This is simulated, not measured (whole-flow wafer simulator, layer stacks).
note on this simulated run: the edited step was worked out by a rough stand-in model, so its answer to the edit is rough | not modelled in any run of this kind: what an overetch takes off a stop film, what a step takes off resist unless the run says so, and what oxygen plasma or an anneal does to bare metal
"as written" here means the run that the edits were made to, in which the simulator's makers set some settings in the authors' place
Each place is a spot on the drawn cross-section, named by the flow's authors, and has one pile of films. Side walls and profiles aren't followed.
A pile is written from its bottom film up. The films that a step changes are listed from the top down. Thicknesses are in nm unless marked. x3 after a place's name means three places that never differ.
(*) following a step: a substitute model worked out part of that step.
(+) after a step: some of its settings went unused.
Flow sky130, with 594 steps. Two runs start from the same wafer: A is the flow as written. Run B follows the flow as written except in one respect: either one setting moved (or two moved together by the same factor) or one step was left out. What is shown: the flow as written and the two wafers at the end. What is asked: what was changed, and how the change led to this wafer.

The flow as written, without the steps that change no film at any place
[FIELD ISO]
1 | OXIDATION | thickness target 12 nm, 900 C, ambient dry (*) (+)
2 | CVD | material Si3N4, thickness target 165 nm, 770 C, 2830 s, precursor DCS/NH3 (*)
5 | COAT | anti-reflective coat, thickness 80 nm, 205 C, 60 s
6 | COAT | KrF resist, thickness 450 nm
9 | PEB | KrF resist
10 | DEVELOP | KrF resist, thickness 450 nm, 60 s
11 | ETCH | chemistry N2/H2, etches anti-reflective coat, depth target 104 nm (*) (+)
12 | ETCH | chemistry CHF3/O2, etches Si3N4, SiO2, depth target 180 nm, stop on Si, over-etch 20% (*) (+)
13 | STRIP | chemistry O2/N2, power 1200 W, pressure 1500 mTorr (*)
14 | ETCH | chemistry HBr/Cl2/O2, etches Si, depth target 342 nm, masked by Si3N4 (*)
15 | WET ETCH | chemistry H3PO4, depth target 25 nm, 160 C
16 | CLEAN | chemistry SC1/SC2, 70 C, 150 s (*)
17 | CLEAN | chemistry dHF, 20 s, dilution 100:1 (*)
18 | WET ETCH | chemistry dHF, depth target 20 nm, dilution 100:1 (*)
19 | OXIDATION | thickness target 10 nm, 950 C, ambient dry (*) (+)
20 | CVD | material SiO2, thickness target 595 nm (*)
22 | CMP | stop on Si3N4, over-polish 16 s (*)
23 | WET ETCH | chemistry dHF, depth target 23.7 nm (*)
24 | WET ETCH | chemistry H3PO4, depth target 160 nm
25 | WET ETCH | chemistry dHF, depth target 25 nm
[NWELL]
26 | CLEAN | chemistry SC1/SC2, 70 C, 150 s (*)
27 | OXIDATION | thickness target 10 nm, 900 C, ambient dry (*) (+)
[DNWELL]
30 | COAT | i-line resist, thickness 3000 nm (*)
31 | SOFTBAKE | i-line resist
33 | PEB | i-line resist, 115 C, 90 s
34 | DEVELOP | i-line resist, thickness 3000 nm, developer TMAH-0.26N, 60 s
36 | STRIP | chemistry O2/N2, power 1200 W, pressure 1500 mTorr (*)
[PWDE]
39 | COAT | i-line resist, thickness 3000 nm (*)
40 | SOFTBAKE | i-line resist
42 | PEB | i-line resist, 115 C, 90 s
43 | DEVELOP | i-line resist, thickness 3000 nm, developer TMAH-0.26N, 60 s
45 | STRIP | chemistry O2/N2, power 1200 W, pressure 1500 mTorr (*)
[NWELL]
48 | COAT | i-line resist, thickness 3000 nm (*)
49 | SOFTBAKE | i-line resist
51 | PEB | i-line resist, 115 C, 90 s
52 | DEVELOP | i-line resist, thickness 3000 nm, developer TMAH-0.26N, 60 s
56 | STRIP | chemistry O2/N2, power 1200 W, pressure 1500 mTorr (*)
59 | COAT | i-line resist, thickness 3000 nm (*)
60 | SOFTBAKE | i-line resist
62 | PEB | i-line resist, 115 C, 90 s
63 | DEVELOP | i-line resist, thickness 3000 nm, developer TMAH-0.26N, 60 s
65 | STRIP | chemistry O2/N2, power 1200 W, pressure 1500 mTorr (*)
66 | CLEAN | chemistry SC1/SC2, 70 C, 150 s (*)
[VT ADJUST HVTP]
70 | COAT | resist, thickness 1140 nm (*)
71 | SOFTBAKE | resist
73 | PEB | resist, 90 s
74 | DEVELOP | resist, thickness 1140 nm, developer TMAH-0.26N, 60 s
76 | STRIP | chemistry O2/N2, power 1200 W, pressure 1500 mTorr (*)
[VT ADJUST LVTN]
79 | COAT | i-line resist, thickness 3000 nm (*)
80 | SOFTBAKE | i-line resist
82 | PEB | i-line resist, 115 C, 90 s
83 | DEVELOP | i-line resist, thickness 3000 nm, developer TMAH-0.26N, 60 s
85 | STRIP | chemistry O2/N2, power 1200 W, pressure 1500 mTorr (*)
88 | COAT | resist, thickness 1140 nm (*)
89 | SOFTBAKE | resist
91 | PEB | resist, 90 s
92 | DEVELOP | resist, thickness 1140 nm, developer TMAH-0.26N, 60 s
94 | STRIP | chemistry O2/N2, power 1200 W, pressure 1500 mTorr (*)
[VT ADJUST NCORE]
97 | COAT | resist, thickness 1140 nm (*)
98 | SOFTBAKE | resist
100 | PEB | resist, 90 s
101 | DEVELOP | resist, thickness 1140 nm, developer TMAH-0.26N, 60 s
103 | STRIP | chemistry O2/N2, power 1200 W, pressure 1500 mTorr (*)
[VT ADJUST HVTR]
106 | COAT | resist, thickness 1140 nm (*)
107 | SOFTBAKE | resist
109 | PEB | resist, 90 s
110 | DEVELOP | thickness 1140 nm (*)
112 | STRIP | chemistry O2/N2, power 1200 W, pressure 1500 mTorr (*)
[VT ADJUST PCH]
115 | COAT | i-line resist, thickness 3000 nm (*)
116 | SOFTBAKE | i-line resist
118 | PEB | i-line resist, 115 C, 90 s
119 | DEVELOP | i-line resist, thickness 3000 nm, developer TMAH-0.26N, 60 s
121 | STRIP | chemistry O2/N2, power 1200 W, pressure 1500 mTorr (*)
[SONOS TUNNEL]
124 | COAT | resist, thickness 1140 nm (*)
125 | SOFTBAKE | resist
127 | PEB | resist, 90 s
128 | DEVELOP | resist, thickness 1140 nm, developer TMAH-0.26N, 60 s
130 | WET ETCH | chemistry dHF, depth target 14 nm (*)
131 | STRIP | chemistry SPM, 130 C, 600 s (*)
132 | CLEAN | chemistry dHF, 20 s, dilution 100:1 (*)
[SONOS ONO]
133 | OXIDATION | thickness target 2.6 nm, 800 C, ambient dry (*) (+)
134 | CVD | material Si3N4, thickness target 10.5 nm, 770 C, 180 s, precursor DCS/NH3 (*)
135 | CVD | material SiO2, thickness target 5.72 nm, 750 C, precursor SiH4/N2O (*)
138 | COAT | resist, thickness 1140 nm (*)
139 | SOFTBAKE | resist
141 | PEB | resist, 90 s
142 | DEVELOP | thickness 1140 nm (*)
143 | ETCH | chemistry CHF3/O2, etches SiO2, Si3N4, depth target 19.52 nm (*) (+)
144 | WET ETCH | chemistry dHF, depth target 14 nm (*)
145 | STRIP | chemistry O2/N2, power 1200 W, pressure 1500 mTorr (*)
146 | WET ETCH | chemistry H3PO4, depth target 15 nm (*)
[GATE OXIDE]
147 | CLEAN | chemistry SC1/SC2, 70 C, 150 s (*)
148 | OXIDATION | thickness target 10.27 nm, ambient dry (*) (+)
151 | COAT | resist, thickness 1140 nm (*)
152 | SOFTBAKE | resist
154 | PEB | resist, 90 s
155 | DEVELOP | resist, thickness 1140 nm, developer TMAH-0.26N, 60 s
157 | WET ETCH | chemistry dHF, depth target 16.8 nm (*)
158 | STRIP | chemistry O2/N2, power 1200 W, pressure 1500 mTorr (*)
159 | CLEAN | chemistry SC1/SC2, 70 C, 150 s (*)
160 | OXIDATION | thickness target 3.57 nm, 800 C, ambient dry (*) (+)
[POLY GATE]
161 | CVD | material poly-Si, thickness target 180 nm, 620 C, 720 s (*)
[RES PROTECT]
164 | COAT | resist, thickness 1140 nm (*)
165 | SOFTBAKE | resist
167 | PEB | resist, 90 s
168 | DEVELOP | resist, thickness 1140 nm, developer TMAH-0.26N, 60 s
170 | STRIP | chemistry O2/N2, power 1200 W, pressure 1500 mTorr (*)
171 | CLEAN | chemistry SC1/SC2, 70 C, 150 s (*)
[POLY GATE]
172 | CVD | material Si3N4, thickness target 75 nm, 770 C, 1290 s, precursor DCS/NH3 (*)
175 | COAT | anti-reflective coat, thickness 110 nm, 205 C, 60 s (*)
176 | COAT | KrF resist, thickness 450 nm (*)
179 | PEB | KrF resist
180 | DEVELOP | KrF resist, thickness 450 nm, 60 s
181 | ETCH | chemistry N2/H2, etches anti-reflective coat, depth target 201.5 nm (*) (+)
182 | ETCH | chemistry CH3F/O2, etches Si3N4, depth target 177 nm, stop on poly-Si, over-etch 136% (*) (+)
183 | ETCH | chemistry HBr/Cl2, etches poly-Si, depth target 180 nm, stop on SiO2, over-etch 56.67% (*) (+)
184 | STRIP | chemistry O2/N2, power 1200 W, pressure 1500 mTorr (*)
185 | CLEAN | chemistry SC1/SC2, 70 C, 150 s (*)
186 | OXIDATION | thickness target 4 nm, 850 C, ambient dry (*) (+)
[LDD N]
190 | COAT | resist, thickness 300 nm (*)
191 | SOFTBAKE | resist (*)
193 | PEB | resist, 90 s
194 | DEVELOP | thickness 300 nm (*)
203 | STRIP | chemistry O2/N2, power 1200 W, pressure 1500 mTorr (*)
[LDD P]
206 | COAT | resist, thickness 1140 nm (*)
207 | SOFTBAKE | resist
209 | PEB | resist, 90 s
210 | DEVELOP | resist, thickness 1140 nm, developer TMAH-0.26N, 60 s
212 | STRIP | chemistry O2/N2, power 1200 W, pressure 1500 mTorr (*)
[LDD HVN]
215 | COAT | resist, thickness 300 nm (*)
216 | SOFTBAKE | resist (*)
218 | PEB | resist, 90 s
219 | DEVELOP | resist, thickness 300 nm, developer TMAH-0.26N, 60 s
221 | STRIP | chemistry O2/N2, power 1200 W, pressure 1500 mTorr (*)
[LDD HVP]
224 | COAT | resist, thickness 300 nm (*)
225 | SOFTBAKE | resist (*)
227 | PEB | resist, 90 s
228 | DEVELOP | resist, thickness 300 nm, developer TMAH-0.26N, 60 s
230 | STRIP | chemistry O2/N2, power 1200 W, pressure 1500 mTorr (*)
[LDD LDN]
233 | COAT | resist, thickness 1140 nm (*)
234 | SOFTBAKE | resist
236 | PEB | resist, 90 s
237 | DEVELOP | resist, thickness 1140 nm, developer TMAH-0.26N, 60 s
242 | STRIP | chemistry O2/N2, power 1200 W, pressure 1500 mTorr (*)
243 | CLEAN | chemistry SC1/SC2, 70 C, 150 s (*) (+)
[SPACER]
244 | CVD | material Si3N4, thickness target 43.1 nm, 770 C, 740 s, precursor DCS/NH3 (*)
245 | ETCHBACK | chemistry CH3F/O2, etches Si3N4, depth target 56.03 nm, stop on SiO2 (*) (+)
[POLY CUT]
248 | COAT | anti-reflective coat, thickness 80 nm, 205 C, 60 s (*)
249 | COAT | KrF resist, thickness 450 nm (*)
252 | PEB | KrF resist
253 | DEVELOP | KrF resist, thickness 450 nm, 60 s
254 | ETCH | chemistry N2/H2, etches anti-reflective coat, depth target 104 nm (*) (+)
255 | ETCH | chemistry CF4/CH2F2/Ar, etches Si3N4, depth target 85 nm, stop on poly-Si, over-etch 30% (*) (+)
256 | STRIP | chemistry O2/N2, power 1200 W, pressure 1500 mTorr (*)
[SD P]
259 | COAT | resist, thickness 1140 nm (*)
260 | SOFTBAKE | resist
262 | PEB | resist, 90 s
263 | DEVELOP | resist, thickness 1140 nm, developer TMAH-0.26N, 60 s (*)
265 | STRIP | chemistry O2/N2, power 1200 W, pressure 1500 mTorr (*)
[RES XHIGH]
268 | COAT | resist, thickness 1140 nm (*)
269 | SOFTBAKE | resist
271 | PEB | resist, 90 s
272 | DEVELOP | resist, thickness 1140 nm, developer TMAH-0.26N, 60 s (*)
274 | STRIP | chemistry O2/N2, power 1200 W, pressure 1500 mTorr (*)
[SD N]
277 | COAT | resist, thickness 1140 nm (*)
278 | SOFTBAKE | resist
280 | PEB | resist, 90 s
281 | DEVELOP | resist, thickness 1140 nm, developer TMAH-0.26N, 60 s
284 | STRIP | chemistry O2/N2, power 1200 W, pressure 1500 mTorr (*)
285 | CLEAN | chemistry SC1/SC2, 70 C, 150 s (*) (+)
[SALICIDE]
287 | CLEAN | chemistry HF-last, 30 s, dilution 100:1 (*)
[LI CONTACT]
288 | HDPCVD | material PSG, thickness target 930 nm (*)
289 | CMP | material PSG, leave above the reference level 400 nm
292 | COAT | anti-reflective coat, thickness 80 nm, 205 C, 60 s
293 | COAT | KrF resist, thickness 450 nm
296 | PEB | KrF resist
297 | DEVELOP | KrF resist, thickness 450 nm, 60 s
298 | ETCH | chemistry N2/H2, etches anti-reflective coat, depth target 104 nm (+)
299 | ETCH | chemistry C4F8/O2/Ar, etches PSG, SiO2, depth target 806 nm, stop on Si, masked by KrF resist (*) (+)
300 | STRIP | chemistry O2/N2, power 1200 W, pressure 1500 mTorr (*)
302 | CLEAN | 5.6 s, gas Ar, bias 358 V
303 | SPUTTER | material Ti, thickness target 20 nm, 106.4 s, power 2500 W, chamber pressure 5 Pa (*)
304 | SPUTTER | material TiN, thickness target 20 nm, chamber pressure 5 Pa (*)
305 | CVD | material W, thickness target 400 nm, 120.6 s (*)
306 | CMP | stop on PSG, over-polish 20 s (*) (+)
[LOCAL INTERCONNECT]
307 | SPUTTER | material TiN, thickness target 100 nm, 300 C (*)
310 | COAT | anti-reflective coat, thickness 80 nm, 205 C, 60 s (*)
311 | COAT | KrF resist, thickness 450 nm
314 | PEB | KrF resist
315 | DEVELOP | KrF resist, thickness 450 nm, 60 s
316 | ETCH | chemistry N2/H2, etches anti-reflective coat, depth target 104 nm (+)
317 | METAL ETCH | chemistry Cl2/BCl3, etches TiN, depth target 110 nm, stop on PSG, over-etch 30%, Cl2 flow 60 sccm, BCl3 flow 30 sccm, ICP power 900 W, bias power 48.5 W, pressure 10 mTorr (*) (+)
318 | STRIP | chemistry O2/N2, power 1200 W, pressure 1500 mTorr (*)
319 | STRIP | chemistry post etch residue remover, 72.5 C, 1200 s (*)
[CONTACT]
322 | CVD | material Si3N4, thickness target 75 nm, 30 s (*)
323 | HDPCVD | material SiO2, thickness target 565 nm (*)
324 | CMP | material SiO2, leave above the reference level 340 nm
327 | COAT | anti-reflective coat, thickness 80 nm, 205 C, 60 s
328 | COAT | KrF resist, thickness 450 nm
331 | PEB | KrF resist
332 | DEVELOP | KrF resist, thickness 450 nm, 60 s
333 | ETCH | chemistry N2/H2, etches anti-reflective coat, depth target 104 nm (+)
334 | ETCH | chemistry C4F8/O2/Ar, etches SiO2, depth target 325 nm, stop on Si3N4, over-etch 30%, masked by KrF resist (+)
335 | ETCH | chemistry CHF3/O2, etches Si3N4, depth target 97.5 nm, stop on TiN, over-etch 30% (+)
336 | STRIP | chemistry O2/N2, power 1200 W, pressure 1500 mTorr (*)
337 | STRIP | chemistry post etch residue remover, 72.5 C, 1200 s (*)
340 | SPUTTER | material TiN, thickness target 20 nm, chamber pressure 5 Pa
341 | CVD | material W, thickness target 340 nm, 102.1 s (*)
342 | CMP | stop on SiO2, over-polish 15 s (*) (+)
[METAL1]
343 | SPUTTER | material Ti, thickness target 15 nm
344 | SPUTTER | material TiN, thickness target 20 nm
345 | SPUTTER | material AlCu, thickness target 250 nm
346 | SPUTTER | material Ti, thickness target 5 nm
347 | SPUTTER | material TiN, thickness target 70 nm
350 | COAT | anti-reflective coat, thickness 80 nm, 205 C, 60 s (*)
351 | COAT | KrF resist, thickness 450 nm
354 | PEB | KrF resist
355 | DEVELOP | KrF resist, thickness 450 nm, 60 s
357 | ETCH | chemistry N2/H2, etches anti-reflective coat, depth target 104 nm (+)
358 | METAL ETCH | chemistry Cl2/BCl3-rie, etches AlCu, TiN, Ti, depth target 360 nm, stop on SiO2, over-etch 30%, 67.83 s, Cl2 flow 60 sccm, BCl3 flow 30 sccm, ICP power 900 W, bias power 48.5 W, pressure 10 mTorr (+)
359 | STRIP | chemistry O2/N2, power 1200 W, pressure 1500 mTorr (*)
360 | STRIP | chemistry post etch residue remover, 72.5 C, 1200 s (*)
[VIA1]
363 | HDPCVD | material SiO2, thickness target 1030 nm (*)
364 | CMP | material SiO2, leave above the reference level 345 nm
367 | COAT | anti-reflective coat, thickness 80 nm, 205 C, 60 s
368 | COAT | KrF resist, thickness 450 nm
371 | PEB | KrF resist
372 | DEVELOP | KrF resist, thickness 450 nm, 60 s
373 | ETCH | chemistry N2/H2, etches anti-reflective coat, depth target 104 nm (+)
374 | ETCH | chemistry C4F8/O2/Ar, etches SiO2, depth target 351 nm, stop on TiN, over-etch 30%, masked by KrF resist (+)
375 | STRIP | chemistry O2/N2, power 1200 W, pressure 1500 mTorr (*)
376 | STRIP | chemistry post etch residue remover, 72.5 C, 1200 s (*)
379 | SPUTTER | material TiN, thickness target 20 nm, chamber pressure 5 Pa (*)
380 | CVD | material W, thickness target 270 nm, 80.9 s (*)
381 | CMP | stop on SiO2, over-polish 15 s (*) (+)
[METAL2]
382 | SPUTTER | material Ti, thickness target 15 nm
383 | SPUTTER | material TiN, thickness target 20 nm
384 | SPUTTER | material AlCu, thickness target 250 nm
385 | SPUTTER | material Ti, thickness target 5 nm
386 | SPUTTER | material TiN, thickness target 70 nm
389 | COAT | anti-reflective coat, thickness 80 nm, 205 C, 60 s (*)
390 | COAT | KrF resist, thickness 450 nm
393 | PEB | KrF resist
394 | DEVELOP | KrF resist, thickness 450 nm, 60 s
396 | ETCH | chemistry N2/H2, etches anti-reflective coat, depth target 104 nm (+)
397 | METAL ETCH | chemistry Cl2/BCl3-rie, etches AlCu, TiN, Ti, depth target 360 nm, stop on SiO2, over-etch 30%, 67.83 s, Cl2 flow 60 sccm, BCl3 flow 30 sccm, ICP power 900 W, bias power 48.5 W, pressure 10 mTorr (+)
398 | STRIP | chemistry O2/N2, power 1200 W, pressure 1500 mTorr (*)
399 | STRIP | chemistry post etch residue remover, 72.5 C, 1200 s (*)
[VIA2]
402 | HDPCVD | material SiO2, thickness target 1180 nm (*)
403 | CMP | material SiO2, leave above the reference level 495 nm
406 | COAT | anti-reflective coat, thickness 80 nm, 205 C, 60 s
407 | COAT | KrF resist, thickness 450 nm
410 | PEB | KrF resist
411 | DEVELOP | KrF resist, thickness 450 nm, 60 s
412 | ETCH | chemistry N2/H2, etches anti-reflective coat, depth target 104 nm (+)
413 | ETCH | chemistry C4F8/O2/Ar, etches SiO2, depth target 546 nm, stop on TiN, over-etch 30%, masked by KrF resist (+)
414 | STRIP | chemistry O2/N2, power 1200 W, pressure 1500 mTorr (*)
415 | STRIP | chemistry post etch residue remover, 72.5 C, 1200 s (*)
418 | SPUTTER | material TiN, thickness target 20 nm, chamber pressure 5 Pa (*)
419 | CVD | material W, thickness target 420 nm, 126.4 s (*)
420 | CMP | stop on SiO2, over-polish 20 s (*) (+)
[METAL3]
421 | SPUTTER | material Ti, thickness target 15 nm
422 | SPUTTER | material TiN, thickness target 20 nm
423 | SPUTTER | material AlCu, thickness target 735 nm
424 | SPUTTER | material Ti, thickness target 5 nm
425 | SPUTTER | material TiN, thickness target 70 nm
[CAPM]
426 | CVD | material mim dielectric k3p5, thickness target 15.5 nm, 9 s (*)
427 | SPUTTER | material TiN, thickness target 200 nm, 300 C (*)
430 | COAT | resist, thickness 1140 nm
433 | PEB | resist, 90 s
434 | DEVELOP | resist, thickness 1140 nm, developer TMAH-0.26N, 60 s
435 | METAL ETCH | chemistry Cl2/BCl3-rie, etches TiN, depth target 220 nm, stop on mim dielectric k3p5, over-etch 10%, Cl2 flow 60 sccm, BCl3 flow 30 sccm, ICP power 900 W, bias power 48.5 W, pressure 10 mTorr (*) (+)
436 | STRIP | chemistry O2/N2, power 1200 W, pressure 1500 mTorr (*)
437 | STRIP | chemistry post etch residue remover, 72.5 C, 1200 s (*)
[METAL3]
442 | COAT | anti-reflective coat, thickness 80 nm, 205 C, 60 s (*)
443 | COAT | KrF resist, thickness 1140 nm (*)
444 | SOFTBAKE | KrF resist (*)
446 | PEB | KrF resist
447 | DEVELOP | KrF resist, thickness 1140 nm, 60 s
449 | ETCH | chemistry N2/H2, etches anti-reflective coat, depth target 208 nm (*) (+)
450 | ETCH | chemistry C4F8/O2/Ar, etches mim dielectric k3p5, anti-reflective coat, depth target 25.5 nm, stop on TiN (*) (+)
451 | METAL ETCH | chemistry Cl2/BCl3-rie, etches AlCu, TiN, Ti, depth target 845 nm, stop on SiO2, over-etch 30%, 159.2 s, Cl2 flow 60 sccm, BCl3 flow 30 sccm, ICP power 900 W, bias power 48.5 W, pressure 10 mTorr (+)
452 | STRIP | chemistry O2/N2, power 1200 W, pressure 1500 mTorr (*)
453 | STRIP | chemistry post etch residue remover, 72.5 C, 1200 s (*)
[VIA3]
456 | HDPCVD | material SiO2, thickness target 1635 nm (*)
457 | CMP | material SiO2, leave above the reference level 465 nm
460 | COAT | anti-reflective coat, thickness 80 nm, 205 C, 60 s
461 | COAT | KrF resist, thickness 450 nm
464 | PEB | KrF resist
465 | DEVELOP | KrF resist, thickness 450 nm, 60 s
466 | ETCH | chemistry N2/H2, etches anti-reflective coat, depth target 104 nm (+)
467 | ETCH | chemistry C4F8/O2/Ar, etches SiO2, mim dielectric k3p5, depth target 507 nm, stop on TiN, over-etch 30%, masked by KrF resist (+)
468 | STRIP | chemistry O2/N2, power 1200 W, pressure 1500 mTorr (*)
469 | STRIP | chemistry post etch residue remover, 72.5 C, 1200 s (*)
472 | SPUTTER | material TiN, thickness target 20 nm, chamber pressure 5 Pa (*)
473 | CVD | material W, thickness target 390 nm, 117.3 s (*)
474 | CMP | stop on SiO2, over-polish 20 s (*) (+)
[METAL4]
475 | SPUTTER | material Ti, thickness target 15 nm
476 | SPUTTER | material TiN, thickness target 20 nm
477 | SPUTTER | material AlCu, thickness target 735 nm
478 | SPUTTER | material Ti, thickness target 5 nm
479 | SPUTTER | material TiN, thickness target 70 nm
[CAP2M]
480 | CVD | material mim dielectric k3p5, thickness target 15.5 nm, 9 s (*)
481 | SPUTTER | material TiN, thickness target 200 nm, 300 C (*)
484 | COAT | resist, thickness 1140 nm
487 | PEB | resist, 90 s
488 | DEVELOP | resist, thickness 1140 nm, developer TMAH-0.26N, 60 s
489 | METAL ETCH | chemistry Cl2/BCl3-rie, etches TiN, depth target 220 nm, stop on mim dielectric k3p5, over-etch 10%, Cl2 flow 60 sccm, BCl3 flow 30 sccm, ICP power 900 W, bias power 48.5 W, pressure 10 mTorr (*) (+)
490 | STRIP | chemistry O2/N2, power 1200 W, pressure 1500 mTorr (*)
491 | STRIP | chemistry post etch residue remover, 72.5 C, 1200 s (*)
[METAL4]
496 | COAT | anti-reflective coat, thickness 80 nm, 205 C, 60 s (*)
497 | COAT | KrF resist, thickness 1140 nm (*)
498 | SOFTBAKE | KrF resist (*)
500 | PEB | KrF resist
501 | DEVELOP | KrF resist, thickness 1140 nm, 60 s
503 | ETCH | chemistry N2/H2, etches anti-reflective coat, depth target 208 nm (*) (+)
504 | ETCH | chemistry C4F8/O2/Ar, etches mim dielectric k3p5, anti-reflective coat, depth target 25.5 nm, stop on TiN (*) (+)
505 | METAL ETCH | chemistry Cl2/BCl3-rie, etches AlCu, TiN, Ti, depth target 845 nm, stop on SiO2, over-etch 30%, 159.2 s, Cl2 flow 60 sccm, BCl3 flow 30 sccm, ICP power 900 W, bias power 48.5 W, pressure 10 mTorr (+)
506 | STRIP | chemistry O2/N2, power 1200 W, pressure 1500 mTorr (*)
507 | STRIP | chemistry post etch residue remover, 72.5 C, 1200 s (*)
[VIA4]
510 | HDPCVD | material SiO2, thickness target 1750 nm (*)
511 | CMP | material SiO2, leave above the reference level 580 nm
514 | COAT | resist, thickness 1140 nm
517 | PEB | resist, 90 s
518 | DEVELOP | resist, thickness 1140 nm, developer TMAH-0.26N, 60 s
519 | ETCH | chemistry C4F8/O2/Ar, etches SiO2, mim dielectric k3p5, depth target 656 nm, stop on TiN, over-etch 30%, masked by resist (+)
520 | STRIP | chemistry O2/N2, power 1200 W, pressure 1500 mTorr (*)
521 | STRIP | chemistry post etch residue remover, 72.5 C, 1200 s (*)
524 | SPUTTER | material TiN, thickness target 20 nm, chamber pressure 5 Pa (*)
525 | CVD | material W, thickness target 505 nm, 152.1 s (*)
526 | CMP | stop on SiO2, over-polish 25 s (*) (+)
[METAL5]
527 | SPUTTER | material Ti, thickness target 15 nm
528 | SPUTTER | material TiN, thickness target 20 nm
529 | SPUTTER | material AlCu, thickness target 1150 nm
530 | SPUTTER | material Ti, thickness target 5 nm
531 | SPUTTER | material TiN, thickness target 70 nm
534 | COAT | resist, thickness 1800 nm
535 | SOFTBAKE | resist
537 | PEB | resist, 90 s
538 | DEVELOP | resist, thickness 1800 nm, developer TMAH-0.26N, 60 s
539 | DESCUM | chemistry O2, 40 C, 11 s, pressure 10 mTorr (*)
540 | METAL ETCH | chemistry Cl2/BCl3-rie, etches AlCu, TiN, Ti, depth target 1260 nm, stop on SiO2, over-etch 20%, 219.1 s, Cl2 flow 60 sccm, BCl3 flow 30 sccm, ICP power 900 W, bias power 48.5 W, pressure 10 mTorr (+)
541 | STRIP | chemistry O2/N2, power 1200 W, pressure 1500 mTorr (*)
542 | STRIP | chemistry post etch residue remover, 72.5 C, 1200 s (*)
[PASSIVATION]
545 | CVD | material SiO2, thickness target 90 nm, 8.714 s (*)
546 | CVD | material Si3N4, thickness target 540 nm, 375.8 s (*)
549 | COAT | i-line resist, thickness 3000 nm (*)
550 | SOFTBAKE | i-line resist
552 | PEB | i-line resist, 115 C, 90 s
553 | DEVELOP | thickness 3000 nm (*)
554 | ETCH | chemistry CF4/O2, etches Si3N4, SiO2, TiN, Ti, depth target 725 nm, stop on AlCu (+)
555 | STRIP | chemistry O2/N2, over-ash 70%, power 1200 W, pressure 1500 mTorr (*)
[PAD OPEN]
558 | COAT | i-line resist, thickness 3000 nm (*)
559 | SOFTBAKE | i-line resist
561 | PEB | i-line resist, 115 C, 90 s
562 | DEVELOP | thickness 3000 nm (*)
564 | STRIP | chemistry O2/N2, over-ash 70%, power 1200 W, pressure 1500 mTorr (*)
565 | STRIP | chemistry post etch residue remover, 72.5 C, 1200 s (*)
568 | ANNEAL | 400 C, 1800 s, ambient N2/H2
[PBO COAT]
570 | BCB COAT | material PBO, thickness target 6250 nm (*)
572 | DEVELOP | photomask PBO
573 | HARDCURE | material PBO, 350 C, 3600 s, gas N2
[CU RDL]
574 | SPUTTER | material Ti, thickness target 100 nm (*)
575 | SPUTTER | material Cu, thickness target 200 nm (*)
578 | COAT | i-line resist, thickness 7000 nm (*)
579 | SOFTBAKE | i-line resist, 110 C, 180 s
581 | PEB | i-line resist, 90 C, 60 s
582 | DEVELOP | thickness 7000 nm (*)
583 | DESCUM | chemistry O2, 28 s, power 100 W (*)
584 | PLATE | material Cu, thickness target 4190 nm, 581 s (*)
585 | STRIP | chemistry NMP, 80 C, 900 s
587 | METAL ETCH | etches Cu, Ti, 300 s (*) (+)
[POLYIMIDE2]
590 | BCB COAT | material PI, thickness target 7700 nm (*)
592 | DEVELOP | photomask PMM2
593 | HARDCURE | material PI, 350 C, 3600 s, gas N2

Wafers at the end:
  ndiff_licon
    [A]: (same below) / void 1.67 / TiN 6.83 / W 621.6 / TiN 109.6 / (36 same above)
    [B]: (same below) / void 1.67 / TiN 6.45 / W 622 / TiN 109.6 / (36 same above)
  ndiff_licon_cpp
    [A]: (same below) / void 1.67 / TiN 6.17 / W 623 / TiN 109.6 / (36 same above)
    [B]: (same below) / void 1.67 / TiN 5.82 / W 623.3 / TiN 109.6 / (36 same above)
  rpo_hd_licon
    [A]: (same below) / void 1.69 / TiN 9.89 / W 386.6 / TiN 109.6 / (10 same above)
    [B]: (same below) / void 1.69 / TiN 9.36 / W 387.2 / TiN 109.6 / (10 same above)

Cause: step 304, SPUTTER: chamber pressure 4.06 Pa was run, while the flow as written has chamber pressure 5 Pa.

How this came from the change, step by step:
  304 | SPUTTER | material TiN, thickness target 20 nm, chamber pressure 5 Pa (*)
      rpo_hd_licon: A TiN gains 9.89 (new film) | B TiN gains 9.36 (new film)
